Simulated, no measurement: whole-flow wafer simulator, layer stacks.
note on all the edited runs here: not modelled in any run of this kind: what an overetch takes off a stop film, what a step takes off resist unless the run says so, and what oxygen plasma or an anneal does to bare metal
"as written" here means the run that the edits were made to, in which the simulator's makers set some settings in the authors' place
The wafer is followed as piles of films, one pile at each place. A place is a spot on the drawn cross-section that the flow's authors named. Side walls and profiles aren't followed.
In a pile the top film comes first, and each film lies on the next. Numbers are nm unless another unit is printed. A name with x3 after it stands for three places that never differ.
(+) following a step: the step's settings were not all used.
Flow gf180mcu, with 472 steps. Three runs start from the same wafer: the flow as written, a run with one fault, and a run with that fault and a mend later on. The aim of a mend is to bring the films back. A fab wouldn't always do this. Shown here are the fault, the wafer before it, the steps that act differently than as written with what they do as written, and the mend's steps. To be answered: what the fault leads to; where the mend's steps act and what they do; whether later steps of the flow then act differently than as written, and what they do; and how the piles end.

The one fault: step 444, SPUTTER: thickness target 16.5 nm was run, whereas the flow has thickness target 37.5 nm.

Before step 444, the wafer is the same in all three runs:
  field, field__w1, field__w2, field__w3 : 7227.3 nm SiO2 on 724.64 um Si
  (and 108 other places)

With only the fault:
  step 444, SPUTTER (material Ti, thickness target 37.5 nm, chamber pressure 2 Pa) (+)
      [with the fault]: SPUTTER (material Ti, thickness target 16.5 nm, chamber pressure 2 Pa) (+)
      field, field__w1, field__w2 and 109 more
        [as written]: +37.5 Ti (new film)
        [with the fault]: +16.5 Ti (new film)
  Steps further on in the flow that do not act as written (not shown: 4 more steps that differ only slightly, by at most 2% or 0.5 nm, whichever is larger):
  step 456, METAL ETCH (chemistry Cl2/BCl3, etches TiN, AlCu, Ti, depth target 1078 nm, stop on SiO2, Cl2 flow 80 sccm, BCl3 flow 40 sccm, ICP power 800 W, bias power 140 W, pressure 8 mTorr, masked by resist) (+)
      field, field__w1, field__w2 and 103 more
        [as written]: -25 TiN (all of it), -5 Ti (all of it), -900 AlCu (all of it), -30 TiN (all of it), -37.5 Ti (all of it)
        [with the fault]: -25 TiN (all of it), -5 Ti (all of it), -900 AlCu (all of it), -30 TiN (all of it), -16.5 Ti (all of it)
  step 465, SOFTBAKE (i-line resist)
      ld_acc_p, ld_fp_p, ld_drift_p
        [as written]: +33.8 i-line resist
        [with the fault]: +32.8 i-line resist
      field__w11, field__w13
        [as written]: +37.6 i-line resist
        [with the fault]: +36.5 i-line resist
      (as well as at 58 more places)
  By the end, the piles at field__w8, contact, m1, m1__w1, pad, m1_nw depart from the flow's by more than 2% or 0.5 nm, whichever is larger.
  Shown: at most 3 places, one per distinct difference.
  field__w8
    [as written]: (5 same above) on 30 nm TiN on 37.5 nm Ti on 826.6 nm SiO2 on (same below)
    [with the fault]: (5 same above) on 30 nm TiN on 16.5 nm Ti on 826.6 nm SiO2 on (same below)
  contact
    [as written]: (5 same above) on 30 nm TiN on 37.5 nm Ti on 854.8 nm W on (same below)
    [with the fault]: (5 same above) on 30 nm TiN on 16.5 nm Ti on 854.8 nm W on (same below)
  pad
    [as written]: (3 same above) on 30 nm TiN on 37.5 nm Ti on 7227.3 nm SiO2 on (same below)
    [with the fault]: (3 same above) on 30 nm TiN on 16.5 nm Ti on 7227.3 nm SiO2 on (same below)

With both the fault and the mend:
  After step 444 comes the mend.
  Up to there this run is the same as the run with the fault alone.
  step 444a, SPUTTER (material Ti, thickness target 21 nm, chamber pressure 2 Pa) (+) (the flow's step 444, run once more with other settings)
      field, field__w1, field__w2 and 109 more
        +21 Ti
  Every later step of the flow that is run acts as written at every place that is followed.
  The piles end the same as the flow's at every place that both follow.
